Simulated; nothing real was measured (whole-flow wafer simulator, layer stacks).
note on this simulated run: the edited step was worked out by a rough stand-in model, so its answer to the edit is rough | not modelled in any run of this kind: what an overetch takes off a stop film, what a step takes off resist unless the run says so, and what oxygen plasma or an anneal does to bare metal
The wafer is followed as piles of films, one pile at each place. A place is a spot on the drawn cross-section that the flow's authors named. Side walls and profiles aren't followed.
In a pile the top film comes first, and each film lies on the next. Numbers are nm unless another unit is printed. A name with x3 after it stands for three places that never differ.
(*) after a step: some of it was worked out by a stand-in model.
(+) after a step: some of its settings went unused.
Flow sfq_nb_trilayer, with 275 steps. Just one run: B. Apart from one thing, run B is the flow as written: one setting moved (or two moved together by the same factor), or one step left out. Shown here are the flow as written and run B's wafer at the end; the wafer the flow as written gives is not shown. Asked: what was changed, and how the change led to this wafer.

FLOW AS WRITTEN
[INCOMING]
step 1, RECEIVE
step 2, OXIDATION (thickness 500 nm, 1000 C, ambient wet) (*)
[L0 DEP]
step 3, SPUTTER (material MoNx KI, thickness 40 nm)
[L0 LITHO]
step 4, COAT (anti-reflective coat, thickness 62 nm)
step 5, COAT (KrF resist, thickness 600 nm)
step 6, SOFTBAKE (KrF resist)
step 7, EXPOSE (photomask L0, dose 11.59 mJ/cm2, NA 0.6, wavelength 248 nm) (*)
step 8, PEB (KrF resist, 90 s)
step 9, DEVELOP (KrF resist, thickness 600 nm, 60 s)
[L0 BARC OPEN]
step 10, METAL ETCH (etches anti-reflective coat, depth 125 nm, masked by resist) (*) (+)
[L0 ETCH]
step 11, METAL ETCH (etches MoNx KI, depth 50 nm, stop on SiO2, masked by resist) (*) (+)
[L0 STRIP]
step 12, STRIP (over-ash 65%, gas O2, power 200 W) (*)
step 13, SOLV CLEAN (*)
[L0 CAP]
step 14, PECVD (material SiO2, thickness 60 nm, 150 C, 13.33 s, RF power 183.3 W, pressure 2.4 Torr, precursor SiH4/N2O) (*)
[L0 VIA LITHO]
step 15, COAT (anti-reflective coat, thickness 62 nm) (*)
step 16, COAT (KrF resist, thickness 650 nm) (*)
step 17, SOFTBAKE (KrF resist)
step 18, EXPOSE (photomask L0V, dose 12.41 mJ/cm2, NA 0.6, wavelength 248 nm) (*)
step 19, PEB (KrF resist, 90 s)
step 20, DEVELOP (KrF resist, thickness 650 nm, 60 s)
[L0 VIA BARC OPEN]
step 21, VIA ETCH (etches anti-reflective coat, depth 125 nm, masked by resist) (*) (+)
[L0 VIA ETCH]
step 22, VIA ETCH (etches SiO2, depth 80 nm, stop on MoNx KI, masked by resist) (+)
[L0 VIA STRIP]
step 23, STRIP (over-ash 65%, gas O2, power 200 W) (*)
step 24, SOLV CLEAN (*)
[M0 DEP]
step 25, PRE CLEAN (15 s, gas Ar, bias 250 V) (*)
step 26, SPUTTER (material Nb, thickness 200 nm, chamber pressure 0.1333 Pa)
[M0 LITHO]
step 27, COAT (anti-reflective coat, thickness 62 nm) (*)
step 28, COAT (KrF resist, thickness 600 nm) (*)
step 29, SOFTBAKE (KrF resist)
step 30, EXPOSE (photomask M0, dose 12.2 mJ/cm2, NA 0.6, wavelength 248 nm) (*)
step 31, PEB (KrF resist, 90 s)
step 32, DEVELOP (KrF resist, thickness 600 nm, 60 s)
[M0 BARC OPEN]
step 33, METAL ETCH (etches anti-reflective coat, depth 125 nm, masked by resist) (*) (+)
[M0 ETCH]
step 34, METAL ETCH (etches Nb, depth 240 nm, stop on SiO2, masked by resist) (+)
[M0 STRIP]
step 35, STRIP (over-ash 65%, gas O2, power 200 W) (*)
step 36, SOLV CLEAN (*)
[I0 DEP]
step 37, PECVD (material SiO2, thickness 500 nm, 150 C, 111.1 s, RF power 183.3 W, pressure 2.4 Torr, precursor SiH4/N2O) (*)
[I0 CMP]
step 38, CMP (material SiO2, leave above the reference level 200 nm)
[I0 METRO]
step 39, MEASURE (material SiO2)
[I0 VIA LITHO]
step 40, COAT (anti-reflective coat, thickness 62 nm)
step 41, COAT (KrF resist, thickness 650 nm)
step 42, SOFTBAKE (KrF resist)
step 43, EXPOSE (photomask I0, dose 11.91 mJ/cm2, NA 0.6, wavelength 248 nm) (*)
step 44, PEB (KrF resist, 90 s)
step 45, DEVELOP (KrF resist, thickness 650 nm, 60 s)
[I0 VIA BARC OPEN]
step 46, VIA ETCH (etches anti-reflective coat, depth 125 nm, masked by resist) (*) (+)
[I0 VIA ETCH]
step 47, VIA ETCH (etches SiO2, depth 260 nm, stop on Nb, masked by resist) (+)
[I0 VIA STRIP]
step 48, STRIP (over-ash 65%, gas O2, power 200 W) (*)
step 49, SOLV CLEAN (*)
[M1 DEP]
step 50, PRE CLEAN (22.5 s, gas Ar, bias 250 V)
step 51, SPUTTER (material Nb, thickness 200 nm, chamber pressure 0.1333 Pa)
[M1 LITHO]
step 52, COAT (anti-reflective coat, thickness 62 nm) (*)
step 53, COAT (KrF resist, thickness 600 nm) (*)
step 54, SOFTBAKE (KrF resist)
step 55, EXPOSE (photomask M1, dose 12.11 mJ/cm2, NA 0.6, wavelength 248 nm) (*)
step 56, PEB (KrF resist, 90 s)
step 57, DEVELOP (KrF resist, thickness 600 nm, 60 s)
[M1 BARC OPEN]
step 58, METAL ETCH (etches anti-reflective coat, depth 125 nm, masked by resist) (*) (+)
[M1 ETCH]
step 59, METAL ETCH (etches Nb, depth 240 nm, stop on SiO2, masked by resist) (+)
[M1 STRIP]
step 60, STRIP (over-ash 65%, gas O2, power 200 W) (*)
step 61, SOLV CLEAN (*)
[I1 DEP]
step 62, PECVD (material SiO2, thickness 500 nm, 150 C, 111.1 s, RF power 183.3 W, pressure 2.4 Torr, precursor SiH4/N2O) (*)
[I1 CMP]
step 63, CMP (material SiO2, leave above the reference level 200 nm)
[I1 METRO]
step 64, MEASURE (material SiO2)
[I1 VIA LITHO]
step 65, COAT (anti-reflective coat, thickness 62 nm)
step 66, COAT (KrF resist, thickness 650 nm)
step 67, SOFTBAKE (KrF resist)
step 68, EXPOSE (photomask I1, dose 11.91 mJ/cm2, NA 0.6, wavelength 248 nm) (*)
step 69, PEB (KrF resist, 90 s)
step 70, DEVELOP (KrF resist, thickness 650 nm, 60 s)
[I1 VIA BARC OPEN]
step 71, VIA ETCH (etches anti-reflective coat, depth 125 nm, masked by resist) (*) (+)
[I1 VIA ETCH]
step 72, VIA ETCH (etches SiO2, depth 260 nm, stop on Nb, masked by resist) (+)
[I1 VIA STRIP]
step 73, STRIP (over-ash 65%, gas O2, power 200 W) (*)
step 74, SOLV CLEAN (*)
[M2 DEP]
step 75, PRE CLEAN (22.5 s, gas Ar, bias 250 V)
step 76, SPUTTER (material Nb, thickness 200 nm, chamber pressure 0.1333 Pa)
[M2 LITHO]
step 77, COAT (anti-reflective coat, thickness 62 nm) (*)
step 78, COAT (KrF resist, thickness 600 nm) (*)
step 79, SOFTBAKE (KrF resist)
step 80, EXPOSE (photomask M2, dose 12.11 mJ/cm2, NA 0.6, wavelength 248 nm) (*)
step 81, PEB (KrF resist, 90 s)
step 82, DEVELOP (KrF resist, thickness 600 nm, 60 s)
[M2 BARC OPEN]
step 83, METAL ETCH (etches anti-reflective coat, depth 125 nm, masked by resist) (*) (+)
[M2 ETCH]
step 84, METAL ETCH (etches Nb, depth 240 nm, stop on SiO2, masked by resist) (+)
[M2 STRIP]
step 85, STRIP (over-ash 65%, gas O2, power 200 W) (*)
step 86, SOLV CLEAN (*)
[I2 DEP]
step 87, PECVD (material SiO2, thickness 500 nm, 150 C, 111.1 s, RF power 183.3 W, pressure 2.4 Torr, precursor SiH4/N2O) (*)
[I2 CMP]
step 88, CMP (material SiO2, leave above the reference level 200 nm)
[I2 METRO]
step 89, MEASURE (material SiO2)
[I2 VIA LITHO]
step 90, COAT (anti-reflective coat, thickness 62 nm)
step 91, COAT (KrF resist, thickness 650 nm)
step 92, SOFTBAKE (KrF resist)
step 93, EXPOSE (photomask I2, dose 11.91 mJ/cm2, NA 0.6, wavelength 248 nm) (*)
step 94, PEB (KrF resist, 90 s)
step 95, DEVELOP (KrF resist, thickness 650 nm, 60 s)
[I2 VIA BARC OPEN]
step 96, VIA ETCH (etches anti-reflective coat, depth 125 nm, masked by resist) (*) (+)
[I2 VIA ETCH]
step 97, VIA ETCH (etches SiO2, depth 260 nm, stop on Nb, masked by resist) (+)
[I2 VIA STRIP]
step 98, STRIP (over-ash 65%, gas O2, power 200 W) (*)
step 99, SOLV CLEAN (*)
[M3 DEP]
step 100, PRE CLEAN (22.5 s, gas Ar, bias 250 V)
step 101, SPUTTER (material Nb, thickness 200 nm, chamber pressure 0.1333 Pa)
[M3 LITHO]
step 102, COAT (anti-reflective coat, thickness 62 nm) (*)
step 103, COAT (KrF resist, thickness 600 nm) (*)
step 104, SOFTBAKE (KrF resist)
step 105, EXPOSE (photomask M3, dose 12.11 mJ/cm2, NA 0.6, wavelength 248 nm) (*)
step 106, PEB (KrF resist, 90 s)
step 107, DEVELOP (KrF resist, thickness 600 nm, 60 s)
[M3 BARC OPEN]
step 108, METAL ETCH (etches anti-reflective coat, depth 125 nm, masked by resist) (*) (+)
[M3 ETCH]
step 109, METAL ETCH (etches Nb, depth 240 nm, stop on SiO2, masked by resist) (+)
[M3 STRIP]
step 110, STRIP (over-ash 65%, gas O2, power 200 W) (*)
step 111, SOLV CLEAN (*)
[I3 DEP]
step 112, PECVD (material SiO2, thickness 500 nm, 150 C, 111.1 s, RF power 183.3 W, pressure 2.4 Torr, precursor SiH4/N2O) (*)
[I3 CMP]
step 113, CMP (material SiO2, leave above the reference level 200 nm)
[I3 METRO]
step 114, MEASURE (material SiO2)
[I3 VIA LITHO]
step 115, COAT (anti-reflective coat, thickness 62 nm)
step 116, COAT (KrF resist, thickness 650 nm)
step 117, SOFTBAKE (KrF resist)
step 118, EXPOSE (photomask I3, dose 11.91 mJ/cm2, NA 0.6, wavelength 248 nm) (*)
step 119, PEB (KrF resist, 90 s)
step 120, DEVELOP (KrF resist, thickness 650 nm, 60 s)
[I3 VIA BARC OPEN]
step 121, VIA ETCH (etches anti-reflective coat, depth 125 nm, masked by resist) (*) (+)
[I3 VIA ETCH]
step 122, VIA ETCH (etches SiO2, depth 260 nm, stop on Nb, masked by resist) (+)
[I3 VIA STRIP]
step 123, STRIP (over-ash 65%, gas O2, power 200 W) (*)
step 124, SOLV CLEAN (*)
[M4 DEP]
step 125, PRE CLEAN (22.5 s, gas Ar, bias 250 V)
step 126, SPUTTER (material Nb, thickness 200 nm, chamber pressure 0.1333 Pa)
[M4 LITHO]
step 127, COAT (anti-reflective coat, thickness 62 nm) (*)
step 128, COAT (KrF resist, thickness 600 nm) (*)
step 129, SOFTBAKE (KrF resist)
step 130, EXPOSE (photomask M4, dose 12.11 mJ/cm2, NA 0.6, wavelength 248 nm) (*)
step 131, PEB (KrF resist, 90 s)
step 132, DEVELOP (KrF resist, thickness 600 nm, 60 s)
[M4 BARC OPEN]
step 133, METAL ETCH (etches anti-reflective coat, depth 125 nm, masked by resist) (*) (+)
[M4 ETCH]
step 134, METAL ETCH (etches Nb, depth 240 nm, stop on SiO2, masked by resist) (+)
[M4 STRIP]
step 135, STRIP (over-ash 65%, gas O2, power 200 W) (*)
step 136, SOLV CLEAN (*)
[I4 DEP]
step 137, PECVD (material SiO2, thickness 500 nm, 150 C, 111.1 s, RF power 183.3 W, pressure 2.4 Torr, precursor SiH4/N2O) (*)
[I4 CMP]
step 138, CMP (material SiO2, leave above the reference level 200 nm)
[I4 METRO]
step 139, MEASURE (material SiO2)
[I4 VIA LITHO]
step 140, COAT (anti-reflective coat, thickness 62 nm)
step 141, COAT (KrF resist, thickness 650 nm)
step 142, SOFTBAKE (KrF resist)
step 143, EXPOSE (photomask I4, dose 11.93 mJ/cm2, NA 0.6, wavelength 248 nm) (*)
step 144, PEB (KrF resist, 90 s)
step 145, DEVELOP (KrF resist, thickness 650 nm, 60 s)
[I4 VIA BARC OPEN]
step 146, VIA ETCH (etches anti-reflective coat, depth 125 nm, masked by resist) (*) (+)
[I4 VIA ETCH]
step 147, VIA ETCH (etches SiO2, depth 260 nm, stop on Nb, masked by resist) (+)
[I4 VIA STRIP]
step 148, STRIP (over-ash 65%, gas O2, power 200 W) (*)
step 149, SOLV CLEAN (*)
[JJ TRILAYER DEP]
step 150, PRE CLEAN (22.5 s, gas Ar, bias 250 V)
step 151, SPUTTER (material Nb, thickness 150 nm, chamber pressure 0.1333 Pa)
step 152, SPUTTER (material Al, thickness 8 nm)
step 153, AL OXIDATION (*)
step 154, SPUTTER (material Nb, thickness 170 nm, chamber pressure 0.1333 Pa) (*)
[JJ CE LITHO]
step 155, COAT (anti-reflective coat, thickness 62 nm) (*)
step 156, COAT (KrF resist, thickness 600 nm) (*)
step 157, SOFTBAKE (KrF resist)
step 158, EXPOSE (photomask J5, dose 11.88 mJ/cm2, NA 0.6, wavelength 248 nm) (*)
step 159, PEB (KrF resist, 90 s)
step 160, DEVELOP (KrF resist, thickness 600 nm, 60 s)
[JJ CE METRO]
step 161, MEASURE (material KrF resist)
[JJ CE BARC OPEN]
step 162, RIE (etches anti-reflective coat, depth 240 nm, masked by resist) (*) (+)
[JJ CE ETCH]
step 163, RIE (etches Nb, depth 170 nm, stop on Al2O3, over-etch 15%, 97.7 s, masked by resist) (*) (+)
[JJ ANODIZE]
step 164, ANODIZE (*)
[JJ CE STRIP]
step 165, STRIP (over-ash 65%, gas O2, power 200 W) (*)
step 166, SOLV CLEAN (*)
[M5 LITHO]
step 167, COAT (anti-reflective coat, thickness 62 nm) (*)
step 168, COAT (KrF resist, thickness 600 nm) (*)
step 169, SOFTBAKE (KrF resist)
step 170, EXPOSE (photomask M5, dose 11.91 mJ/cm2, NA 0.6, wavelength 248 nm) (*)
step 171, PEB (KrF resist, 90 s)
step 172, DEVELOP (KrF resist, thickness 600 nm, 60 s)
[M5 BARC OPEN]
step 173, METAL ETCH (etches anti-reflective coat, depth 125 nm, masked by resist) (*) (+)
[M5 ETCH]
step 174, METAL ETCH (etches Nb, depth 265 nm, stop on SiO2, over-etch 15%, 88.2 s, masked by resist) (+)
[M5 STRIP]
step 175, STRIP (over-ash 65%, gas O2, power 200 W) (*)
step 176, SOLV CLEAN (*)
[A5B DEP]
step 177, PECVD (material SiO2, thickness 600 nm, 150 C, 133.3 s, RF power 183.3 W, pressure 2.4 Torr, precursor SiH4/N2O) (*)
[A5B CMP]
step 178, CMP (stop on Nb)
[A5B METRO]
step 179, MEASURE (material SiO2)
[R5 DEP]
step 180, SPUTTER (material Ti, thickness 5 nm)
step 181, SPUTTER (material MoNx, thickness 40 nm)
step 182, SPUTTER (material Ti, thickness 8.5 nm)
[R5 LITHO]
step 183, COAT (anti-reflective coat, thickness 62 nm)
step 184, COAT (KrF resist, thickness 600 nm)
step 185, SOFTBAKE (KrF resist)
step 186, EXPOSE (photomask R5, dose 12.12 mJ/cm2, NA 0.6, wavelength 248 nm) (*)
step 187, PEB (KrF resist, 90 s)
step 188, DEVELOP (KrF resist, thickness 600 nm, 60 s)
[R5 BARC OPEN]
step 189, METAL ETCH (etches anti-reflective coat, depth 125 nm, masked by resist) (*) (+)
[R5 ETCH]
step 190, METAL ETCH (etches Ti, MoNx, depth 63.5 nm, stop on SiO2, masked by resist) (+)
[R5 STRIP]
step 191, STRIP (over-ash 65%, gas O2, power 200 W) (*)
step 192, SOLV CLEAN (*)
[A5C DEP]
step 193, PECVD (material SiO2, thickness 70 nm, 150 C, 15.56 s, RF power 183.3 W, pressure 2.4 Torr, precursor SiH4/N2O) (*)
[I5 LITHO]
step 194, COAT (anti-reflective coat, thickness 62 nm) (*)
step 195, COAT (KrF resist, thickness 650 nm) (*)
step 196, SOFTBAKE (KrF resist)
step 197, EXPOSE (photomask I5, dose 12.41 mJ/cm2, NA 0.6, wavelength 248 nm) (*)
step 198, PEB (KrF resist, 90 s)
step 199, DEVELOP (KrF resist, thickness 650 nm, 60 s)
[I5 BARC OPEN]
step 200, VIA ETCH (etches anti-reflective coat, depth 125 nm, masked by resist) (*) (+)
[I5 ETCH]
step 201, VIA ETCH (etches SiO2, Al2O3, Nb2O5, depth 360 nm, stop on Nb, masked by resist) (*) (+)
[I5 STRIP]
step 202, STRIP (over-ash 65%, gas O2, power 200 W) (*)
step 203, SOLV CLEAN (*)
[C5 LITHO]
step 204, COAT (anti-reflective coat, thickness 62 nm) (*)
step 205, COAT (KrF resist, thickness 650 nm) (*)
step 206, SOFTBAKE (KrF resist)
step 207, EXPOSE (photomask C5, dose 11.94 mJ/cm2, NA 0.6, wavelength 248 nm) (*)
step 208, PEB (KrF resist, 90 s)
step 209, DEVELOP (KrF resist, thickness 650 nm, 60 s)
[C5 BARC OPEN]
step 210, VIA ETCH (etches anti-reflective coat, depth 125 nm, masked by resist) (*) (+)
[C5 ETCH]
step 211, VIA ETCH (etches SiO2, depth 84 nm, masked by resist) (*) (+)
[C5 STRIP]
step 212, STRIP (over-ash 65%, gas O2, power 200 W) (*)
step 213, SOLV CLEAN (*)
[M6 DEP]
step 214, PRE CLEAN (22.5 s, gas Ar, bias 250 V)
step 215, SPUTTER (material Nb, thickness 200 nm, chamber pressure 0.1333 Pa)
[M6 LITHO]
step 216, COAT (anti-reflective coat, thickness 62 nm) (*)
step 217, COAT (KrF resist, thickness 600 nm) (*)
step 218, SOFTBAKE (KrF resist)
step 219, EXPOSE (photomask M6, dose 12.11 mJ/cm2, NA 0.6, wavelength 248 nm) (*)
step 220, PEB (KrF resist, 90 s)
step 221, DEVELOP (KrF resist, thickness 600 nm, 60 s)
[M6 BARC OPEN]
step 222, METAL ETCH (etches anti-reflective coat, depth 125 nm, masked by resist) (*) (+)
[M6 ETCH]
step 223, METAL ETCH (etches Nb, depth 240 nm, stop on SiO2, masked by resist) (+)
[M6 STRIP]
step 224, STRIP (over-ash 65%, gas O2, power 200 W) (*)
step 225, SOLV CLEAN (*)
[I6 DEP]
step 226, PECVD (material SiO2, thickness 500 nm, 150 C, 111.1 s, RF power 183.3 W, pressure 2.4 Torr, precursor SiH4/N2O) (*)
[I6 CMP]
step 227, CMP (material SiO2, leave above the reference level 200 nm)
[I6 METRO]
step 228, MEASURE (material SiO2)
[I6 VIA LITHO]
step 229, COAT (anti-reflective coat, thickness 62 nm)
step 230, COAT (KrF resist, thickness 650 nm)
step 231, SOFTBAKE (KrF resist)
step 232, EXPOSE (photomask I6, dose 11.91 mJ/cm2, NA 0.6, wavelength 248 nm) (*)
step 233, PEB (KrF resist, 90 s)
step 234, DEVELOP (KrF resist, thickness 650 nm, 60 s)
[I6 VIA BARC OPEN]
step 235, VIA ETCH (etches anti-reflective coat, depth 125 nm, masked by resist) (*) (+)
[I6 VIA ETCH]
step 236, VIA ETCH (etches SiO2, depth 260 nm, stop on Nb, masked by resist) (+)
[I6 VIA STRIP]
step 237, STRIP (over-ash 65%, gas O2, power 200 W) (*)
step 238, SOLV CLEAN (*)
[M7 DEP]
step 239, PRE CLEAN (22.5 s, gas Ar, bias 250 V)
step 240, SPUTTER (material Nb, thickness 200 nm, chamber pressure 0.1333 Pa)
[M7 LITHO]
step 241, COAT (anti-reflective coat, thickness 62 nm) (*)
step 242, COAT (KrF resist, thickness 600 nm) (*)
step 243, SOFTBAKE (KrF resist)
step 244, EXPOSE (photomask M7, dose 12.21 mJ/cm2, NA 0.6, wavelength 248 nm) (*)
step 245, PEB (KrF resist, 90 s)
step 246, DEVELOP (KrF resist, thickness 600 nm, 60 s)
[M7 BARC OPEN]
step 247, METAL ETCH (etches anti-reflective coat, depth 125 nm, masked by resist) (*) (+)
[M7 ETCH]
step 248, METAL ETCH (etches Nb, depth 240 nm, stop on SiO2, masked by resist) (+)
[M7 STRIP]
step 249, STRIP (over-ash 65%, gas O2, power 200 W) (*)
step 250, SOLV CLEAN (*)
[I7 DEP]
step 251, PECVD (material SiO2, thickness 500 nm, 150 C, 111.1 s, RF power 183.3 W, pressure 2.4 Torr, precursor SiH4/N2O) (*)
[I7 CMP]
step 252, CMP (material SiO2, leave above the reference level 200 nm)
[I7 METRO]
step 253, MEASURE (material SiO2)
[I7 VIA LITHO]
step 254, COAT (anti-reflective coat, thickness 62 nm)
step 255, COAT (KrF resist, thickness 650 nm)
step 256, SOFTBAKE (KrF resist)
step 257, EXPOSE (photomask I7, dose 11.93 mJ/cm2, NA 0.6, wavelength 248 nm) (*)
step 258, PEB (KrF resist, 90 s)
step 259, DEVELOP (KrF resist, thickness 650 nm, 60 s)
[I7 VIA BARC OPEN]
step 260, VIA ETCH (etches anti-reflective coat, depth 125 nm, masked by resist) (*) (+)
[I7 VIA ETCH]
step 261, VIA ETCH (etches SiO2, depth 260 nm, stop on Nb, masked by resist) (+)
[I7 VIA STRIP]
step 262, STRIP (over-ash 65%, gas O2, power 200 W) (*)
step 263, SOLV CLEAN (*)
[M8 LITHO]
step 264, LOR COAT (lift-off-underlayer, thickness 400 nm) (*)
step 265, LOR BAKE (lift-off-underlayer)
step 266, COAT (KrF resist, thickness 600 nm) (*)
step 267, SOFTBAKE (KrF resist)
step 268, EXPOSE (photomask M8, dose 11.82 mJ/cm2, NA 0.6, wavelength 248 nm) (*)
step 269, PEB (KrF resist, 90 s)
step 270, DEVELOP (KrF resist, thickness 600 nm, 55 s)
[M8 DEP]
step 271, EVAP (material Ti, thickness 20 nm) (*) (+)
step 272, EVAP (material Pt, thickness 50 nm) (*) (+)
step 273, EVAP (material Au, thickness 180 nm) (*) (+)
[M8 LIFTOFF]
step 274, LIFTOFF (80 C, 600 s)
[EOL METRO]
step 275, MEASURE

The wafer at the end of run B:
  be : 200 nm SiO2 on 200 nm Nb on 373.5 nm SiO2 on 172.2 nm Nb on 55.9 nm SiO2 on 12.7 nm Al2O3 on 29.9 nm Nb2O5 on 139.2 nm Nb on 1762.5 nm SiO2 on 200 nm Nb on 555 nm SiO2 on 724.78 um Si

Cause: step 201, VIA ETCH: depth 153 nm was run, though the flow has depth 360 nm.

How this came from the change, step by step:
  step 201, VIA ETCH (etches SiO2, Al2O3, Nb2O5, depth 360 nm, stop on Nb, masked by resist) (*) (+)
      be: SiO2 loses 153 (in the flow as written it would be: SiO2 loses 216.4 (all of it), Al2O3 loses 12.7 (all of it), Nb2O5 loses 29.9 (all of it))
      field_l, v_sur, via_wl and 102 more: KrF resist loses 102 (in the flow as written it would be: KrF resist loses 240)
  step 202, STRIP (over-ash 65%, gas O2, power 200 W) (*)
      p4_fl, p4_fm, p4_w1 and 44 more: KrF resist loses 471.1 (all of it), anti-reflective coat loses 62 (all of it) (in the flow as written it would be: KrF resist loses 333.1 (all of it), anti-reflective coat loses 62 (all of it))
      wl_b_sl, wl_b_m5, wl_b_sr and 13 more: KrF resist loses 471 (all of it), anti-reflective coat loses 62 (all of it) (in the flow as written it would be: KrF resist loses 333 (all of it), anti-reflective coat loses 62 (all of it))
      (as well as at 42 more places)
  step 204, COAT (anti-reflective coat, thickness 62 nm) (*)
      wire: anti-reflective coat gains 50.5 (new film) (in the flow as written it would be: anti-reflective coat gains 47.4 (new film))
      be: anti-reflective coat gains 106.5 (new film) (in the flow as written it would be: anti-reflective coat gains 122.2 (new film))
      (as well as at 1 more place)
  step 205, COAT (KrF resist, thickness 650 nm) (*)
      be: KrF resist gains 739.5 (new film) (in the flow as written it would be: KrF resist gains 815.3 (new film))
  step 212, STRIP (over-ash 65%, gas O2, power 200 W) (*)
      wire: KrF resist loses 561.8 (all of it), anti-reflective coat loses 50.5 (all of it) (in the flow as written it would be: KrF resist loses 555.8 (all of it), anti-reflective coat loses 47.4 (all of it))
      be: KrF resist loses 652.4 (all of it), anti-reflective coat loses 106.5 (all of it) (in the flow as written it would be: KrF resist loses 728.2 (all of it), anti-reflective coat loses 122.2 (all of it))
      (as well as at 1 more place)
  step 214, PRE CLEAN (22.5 s, gas Ar, bias 250 V)
      be: SiO2 loses 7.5 (in the flow as written it would be: Nb loses 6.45)
  step 215, SPUTTER (material Nb, thickness 200 nm, chamber pressure 0.1333 Pa)
      be: Nb gains 172.2 (new film) (in the flow as written it would be: Nb gains 147.3)
  step 216, COAT (anti-reflective coat, thickness 62 nm) (*)
      wire: anti-reflective coat gains 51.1 (new film) (in the flow as written it would be: anti-reflective coat gains 48.3 (new film))
      be: anti-reflective coat gains 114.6 (new film) (in the flow as written it would be: anti-reflective coat gains 136.7 (new film))
      (as well as at 1 more place)
  step 217, COAT (KrF resist, thickness 600 nm) (*)
      be: KrF resist gains 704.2 (new film) (in the flow as written it would be: KrF resist gains 793.9 (new film))
  step 224, STRIP (over-ash 65%, gas O2, power 200 W) (*)
      wire: KrF resist loses 377.9 (all of it), anti-reflective coat loses 51.1 (all of it) (in the flow as written it would be: KrF resist loses 369.8 (all of it), anti-reflective coat loses 48.3 (all of it))
      be: KrF resist loses 486.3 (all of it), anti-reflective coat loses 114.6 (all of it) (in the flow as written it would be: KrF resist loses 575.8 (all of it), anti-reflective coat loses 136.7 (all of it))
      (as well as at 1 more place)
  step 226, PECVD (material SiO2, thickness 500 nm, 150 C, 111.1 s, RF power 183.3 W, pressure 2.4 Torr, precursor SiH4/N2O) (*)
      be: SiO2 gains 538 (new film) (in the flow as written it would be: SiO2 gains 693.5 (new film))
  step 227, CMP (material SiO2, leave above the reference level 200 nm)
      be: SiO2 loses 157.1 (in the flow as written it would be: SiO2 loses 182.7)
Taking metal films that touch as one body, be has 4 bodies (between them, from the top down: SiO2 373.5; SiO2 55.9 / Al2O3 12.7 / Nb2O5 29.9; SiO2 1762.5); the flow as written gives 3 bodies (between them, from the top down: SiO2 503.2; SiO2 1762.5).
